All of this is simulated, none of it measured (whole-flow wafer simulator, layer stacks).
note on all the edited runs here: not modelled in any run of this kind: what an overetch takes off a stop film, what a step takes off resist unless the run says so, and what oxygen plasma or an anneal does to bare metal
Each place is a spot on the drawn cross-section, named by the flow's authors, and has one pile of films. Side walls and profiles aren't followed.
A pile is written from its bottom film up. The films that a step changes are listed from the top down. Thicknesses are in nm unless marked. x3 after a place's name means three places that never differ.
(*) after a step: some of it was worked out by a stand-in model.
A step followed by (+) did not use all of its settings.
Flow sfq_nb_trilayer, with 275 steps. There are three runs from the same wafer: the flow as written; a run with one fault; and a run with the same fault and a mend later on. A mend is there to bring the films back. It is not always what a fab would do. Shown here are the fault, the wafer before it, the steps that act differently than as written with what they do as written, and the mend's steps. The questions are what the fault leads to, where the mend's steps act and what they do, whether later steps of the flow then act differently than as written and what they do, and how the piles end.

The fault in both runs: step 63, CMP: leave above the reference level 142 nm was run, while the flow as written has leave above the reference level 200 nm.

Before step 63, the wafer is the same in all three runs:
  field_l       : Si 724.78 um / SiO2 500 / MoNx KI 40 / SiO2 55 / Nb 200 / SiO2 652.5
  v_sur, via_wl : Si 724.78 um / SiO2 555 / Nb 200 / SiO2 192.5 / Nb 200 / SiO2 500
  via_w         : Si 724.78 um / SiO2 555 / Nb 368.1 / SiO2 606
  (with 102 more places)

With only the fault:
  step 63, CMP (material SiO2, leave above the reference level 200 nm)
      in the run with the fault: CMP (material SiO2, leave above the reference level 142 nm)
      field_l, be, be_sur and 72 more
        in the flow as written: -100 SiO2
        in the run with the fault: -158 SiO2
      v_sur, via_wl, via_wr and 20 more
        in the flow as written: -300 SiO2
        in the run with the fault: -358 SiO2
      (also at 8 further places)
  Later steps of the flow acting differently than as written (not shown: 4 more steps that differ only slightly, by at most 2% or 0.5 nm, whichever is larger):
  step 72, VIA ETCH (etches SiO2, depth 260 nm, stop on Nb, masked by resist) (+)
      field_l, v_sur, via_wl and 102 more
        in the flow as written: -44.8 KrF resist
        in the run with the fault: -36.7 KrF resist
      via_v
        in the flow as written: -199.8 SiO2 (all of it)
        in the run with the fault: -141.8 SiO2 (all of it)
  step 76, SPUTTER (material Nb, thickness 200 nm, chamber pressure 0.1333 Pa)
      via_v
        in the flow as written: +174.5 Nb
        in the run with the fault: +186.3 Nb
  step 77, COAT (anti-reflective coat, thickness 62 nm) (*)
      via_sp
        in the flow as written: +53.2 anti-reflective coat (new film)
        in the run with the fault: +54.3 anti-reflective coat (new film)
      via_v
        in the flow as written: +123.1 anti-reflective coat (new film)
        in the run with the fault: +109.7 anti-reflective coat (new film)
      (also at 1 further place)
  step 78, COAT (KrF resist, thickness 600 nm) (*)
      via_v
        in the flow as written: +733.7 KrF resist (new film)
        in the run with the fault: +686.6 KrF resist (new film)
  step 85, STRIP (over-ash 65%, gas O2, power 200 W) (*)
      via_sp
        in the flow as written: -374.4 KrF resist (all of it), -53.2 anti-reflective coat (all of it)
        in the run with the fault: -378.3 KrF resist (all of it), -54.3 anti-reflective coat (all of it)
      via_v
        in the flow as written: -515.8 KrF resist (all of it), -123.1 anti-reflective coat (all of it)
        in the run with the fault: -468.7 KrF resist (all of it), -109.7 anti-reflective coat (all of it)
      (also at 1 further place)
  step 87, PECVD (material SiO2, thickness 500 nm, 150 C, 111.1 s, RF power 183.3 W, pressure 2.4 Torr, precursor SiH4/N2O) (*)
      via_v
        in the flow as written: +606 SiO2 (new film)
        in the run with the fault: +511.7 SiO2 (new film)
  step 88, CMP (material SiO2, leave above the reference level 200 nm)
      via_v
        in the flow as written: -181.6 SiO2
        in the run with the fault: -157.1 SiO2
  By the end, the piles at v_sur, via_wl, via_w and 86 more depart from the flow's by more than 2% or 0.5 nm, whichever is larger.
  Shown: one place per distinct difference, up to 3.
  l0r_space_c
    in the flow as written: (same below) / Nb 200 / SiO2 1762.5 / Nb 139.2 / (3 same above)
    in the run with the fault: (same below) / Nb 200 / SiO2 1704.5 / Nb 139.2 / (3 same above)
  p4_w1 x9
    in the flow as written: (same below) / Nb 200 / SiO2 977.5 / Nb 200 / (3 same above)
    in the run with the fault: (same below) / Nb 200 / SiO2 919.5 / Nb 200 / (3 same above)
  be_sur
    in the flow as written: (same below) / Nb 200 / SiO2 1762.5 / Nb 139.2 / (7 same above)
    in the run with the fault: (same below) / Nb 200 / SiO2 1704.5 / Nb 139.2 / (7 same above)

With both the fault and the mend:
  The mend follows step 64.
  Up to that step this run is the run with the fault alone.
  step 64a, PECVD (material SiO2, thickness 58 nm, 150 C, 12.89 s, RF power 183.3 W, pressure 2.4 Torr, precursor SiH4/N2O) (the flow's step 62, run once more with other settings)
      field_l, v_sur, via_wl and 103 more
        +58 SiO2
  Every later step of the flow that is run acts as written, at every place that is followed, to within 2% or 0.5 nm, whichever is larger.
  When the end is reached, the piles differ only a little from the flow's at the places that both follow, at most by 2% or 0.5 nm, whichever is larger.
